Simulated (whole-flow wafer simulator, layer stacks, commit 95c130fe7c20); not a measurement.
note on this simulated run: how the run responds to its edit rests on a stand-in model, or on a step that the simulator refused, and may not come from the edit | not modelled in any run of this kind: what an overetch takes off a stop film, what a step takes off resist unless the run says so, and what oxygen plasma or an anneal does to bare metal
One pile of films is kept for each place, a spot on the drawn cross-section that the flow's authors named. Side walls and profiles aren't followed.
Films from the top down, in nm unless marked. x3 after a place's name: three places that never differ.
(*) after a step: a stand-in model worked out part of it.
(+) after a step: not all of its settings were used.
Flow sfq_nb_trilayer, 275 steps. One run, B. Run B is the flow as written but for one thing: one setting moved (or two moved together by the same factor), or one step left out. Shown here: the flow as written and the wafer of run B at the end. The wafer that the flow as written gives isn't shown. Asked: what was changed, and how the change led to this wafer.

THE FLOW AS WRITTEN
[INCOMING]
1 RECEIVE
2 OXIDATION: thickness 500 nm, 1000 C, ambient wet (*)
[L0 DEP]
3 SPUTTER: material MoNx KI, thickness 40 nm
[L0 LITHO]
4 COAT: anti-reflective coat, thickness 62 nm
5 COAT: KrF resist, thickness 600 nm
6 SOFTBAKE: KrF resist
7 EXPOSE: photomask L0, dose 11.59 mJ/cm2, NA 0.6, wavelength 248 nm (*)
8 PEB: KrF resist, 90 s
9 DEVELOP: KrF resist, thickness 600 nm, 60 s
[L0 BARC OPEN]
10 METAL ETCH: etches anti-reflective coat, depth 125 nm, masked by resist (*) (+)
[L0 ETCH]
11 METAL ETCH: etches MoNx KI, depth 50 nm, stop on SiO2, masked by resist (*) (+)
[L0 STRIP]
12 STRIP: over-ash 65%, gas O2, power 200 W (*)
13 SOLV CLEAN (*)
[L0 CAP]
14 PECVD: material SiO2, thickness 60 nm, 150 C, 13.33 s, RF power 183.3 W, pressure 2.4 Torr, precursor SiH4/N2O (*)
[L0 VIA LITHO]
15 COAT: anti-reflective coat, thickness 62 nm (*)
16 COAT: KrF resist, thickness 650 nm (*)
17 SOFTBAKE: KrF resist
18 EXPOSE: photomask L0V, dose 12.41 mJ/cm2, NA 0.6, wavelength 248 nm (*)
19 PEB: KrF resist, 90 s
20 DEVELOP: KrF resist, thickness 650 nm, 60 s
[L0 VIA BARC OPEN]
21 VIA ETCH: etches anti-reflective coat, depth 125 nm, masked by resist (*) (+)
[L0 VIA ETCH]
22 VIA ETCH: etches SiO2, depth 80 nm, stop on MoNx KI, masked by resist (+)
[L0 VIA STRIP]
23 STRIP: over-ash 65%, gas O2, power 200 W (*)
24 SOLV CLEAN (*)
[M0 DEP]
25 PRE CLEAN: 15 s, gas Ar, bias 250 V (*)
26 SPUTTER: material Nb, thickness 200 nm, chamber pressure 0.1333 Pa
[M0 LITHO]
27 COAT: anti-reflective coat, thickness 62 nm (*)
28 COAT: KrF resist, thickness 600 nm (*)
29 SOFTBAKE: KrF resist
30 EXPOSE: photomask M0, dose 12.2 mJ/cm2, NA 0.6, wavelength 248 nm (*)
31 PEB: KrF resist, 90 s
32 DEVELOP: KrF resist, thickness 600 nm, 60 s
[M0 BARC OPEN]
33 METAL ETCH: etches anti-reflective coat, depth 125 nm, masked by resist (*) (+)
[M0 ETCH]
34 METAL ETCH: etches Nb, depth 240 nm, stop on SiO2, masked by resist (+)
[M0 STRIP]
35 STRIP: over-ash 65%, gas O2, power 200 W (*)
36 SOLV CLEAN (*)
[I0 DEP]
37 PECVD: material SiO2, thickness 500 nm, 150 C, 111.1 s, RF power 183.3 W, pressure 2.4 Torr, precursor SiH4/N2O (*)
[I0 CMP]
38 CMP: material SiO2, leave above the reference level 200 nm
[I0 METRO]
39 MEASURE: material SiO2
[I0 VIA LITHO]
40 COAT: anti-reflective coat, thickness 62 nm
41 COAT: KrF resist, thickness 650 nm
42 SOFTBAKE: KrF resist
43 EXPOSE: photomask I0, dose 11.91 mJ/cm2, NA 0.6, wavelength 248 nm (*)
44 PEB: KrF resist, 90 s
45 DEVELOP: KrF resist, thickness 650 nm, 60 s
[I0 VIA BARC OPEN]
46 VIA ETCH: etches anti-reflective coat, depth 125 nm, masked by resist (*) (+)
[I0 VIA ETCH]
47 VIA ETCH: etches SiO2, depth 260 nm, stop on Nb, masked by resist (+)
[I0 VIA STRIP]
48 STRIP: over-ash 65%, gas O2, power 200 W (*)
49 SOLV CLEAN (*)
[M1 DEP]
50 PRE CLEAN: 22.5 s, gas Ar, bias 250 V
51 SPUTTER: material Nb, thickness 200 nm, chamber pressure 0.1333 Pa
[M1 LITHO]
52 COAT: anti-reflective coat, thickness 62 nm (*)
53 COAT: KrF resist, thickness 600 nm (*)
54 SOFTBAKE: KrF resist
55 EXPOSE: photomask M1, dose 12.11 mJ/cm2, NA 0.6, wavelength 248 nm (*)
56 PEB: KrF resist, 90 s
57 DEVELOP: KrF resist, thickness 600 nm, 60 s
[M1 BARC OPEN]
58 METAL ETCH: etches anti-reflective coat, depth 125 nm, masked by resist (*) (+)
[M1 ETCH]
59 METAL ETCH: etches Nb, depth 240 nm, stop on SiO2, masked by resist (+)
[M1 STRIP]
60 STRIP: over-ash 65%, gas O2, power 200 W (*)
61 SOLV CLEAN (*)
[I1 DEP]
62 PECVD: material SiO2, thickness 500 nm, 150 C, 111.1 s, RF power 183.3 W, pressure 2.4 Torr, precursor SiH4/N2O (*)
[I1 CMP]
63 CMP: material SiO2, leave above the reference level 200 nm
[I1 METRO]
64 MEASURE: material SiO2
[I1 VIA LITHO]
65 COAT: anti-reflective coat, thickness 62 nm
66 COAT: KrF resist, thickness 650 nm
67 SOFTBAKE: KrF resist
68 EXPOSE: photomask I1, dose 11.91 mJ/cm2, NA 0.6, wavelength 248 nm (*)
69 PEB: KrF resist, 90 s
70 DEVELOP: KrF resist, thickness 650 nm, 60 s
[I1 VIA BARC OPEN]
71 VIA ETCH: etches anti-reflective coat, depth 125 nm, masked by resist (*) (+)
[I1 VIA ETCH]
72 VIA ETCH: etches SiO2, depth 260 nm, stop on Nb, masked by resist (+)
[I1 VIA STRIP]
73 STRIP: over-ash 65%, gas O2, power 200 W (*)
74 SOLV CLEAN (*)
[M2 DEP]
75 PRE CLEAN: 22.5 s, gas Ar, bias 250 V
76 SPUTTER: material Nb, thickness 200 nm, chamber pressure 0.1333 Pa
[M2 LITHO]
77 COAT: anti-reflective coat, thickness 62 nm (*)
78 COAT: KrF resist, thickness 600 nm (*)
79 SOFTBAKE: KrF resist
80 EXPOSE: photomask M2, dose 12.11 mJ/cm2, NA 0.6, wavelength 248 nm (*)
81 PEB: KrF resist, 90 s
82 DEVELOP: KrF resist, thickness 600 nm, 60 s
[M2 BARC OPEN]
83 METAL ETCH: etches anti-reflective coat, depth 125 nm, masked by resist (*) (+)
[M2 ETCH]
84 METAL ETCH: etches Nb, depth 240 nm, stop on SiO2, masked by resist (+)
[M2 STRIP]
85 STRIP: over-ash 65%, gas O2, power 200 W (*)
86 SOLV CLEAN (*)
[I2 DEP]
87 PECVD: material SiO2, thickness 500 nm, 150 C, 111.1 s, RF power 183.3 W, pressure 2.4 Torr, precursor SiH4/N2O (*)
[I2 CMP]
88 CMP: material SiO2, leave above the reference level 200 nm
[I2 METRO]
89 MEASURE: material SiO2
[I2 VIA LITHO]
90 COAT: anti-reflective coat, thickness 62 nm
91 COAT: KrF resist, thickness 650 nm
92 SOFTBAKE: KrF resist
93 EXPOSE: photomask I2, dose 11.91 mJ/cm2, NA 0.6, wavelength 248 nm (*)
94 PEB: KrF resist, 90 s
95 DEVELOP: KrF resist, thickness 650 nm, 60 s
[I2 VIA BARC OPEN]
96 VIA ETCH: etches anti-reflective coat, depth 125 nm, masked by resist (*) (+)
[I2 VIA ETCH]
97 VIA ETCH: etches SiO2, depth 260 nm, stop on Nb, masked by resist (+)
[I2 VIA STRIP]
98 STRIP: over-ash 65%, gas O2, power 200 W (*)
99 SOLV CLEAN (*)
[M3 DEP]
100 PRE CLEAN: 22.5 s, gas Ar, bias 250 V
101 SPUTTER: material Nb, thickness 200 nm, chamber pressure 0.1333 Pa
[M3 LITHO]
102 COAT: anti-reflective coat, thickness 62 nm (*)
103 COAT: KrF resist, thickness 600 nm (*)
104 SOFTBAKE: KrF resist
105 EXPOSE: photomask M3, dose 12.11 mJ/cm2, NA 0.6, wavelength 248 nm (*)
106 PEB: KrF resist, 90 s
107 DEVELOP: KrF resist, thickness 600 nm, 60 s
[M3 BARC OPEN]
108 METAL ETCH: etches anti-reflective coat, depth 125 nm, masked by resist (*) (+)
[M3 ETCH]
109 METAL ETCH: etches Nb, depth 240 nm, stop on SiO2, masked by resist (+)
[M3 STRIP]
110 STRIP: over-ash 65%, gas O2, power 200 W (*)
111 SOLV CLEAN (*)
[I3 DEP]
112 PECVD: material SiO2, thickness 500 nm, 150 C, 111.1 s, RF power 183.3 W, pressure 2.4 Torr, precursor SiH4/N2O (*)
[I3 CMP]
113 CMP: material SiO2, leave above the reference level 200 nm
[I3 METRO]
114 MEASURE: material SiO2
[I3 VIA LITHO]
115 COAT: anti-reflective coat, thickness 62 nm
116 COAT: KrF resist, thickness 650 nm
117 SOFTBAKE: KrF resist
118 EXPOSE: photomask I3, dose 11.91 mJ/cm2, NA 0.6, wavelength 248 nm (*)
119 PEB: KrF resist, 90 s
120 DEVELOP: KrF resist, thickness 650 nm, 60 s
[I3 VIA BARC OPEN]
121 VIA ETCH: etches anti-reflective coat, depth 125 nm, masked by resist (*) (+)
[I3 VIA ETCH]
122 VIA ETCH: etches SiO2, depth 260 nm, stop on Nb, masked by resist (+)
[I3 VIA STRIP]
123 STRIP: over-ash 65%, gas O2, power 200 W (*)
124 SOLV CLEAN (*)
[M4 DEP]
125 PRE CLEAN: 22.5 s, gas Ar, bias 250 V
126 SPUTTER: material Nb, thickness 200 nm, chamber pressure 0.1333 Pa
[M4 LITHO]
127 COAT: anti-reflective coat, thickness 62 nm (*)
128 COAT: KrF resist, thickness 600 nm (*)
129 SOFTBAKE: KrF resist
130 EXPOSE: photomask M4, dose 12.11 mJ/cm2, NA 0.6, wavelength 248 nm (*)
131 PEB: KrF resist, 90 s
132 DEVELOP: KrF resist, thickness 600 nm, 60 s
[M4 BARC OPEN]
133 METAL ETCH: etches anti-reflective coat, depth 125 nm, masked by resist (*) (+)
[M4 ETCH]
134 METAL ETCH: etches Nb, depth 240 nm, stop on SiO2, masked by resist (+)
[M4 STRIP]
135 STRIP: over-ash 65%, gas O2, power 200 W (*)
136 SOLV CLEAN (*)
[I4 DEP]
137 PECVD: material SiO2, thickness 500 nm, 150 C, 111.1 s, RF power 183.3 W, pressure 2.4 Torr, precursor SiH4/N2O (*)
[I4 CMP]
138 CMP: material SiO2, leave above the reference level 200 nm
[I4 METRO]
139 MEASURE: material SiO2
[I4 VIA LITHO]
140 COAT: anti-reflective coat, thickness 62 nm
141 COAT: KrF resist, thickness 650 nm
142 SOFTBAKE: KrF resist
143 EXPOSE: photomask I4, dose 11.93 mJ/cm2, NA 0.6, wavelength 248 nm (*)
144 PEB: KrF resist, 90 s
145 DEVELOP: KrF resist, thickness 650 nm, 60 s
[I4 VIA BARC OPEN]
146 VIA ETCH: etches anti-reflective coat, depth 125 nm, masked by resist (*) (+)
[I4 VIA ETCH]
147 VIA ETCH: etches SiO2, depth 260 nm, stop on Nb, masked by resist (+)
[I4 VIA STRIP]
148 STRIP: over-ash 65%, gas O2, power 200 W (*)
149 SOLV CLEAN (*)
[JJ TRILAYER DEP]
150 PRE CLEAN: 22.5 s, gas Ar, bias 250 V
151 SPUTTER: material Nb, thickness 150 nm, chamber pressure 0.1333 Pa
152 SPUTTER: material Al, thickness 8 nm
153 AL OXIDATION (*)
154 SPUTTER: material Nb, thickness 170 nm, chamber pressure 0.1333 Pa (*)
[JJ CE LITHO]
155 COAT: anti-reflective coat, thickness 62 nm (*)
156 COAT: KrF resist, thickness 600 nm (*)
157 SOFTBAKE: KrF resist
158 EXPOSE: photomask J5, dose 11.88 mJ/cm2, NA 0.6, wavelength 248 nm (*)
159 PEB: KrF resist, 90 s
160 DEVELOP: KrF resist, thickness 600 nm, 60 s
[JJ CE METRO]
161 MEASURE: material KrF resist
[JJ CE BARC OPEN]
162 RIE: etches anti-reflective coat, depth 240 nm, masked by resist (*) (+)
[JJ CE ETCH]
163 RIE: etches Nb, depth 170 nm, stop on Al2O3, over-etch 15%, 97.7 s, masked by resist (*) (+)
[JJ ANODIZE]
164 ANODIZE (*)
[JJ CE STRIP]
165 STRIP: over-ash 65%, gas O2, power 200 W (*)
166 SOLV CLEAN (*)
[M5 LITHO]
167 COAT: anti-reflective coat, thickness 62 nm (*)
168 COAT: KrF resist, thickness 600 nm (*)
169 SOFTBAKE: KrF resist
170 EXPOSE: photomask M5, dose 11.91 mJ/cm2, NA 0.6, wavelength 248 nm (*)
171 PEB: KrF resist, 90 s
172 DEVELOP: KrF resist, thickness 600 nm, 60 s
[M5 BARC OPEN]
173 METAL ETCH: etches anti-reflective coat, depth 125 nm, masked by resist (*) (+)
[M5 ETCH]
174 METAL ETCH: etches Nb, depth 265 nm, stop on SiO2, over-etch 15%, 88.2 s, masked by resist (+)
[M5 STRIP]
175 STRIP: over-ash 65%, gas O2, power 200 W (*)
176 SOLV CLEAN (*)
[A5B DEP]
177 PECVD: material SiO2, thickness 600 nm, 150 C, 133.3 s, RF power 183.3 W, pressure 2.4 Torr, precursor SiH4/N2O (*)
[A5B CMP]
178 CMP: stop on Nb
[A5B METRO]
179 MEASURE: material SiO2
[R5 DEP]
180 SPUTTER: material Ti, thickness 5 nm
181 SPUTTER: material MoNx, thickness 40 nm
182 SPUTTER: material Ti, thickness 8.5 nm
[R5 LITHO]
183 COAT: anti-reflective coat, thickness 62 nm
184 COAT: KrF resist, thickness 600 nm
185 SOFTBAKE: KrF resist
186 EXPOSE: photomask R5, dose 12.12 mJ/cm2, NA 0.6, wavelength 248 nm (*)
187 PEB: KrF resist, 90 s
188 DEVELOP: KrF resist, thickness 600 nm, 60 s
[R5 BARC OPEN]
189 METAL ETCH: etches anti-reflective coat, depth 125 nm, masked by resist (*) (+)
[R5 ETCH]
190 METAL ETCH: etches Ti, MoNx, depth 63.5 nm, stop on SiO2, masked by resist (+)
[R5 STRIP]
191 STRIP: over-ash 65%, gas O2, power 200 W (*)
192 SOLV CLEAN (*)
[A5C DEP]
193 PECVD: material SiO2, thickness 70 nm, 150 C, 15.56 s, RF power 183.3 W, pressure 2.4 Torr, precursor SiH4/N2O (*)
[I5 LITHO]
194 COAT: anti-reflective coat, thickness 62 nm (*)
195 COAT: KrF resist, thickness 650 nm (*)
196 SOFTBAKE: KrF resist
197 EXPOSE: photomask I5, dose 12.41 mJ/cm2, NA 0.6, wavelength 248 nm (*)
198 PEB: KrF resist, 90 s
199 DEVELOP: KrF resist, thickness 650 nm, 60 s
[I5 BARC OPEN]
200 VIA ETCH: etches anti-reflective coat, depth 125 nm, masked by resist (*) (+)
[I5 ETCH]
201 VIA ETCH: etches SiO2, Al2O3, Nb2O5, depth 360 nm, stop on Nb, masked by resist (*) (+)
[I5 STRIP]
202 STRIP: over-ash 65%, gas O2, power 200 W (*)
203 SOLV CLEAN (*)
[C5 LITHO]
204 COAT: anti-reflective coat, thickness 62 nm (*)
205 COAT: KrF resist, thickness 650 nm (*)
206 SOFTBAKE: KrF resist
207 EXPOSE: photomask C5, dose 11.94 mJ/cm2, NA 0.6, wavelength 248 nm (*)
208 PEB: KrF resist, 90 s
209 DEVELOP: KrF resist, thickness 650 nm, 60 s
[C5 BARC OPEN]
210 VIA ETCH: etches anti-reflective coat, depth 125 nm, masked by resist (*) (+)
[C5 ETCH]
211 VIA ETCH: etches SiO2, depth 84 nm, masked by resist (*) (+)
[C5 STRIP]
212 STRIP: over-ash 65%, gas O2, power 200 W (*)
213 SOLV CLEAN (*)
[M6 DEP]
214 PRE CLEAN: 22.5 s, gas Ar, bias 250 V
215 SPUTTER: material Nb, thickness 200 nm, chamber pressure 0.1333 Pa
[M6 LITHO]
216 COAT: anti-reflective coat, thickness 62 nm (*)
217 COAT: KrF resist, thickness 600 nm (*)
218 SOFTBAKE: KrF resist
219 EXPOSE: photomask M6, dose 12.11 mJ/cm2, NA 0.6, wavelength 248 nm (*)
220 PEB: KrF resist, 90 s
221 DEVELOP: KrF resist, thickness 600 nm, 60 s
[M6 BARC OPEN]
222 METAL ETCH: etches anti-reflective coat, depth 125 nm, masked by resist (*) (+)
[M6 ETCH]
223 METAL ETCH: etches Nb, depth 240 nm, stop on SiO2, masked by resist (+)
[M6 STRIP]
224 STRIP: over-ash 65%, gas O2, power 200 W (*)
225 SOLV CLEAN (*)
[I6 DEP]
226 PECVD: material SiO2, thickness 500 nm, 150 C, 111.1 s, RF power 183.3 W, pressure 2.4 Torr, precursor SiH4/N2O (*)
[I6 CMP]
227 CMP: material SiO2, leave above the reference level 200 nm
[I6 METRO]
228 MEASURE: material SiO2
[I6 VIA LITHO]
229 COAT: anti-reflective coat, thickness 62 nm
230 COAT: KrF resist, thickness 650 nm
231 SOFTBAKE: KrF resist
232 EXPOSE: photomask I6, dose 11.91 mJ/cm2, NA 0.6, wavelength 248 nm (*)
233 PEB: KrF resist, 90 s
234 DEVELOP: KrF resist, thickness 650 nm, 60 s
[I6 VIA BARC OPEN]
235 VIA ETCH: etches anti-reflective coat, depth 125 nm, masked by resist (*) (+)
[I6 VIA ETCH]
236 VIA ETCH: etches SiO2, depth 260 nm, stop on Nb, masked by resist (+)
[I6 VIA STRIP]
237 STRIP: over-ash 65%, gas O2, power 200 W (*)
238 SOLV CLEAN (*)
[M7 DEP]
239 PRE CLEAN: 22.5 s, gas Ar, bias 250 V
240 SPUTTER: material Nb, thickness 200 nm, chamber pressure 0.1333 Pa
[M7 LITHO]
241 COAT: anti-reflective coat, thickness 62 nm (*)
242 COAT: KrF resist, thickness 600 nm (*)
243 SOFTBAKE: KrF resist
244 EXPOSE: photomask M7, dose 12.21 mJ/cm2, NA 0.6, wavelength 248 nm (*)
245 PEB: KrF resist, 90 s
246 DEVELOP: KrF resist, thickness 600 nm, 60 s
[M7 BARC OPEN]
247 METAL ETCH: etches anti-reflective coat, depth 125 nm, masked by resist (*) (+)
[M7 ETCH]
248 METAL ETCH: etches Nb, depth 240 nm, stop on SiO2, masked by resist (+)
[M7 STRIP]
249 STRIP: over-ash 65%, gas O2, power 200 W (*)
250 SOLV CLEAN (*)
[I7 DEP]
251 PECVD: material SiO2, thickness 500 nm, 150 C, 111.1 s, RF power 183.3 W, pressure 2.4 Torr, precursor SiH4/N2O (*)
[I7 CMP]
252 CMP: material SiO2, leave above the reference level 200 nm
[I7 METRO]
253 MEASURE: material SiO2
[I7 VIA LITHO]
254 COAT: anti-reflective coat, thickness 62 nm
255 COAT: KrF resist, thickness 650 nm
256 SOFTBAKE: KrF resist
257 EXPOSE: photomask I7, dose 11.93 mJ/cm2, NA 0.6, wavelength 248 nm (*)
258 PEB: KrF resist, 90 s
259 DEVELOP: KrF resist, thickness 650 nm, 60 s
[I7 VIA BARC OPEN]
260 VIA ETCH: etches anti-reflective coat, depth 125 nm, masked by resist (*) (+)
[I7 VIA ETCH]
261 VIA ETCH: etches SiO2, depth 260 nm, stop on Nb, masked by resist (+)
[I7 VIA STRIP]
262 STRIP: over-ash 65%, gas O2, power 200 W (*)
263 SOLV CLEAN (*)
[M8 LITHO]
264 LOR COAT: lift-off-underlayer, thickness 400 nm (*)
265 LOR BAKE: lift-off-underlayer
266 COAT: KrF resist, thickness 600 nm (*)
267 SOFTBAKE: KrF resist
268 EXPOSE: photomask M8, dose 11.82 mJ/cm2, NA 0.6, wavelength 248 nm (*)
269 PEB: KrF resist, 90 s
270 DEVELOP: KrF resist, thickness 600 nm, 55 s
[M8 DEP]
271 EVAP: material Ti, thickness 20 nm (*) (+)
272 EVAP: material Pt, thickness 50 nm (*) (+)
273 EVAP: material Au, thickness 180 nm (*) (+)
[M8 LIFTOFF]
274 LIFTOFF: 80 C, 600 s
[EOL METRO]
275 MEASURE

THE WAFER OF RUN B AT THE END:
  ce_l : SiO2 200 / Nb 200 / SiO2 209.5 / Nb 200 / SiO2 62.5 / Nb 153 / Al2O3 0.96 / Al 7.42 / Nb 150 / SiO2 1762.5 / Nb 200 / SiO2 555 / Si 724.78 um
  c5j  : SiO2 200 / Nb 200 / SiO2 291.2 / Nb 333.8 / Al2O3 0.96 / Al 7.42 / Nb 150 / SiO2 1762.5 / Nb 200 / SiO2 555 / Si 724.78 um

The cause: step 190, METAL ETCH: depth 70.5 nm was run, where the flow has depth 63.5 nm.

How the change led to this, step by step:
  190 METAL ETCH: etches Ti, MoNx, depth 63.5 nm, stop on SiO2, masked by resist (+)
      be_r, r_sur, res, r_end, r5r_line_l, r5r_line_c, r5r_line_r: KrF resist -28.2 (as written it would be: KrF resist -25.4)
      ce_l, c5j, ce_r, wl_jj: Ti -8.5 (all of it), MoNx -40 (all of it), Ti -5 (all of it), Nb -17 (as written it would be: Ti -8.5 (all of it), MoNx -40 (all of it), Ti -5 (all of it), Nb -10)
  194 COAT: anti-reflective coat, thickness 62 nm (*)
      wl_j_sl, wl_j_sr: anti-reflective coat +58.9 (new film) (as written it would be: anti-reflective coat +60.2 (new film))
      ce_l: anti-reflective coat +70.4 (new film) (as written it would be: anti-reflective coat +67.2 (new film))
      (and at 4 more places)
  202 STRIP: over-ash 65%, gas O2, power 200 W (*)
      wl_j_sl, wl_j_sr: KrF resist -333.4 (all of it), anti-reflective coat -58.9 (all of it) (as written it would be: KrF resist -333.3 (all of it), anti-reflective coat -60.2 (all of it))
      ce_l: KrF resist -344 (all of it), anti-reflective coat -70.4 (all of it) (as written it would be: KrF resist -341.5 (all of it), anti-reflective coat -67.2 (all of it))
      (and at 4 more places)
  204 COAT: anti-reflective coat, thickness 62 nm (*)
      wl_j_sl, wl_j_sr: anti-reflective coat +58.9 (new film) (as written it would be: anti-reflective coat +60.2 (new film))
      jj_sur: anti-reflective coat +58.3 (new film) (as written it would be: anti-reflective coat +59.5 (new film))
      (and at 5 more places)
  210 VIA ETCH: etches anti-reflective coat, depth 125 nm, masked by resist (*) (+)
      c5j: anti-reflective coat -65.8 (all of it), SiO2 -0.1 (as written it would be: anti-reflective coat -63.9 (all of it), SiO2 -0.11)
  212 STRIP: over-ash 65%, gas O2, power 200 W (*)
      wl_j_sl, wl_j_sr: KrF resist -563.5 (all of it), anti-reflective coat -58.9 (all of it) (as written it would be: KrF resist -563.4 (all of it), anti-reflective coat -60.2 (all of it))
      jj_sur: KrF resist -562.2 (all of it), anti-reflective coat -58.3 (all of it) (as written it would be: KrF resist -562 (all of it), anti-reflective coat -59.5 (all of it))
      (and at 4 more places)
  216 COAT: anti-reflective coat, thickness 62 nm (*)
      jj_sur: anti-reflective coat +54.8 (new film) (as written it would be: anti-reflective coat +56.1 (new film))
      ce_l: anti-reflective coat +50.3 (new film) (as written it would be: anti-reflective coat +48 (new film))
      (and at 3 more places)
  224 STRIP: over-ash 65%, gas O2, power 200 W (*)
      jj_sur: KrF resist -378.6 (all of it), anti-reflective coat -54.8 (all of it) (as written it would be: KrF resist -378.5 (all of it), anti-reflective coat -56.1 (all of it))
      ce_l: KrF resist -400.3 (all of it), anti-reflective coat -50.3 (all of it) (as written it would be: KrF resist -397.1 (all of it), anti-reflective coat -48 (all of it))
      (and at 3 more places)
  227 CMP: material SiO2, leave above the reference level 200 nm
      ce_l, ce_r, wl_jj: SiO2 -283 (as written it would be: SiO2 -290)
      c5j: SiO2 -216 (as written it would be: SiO2 -223)
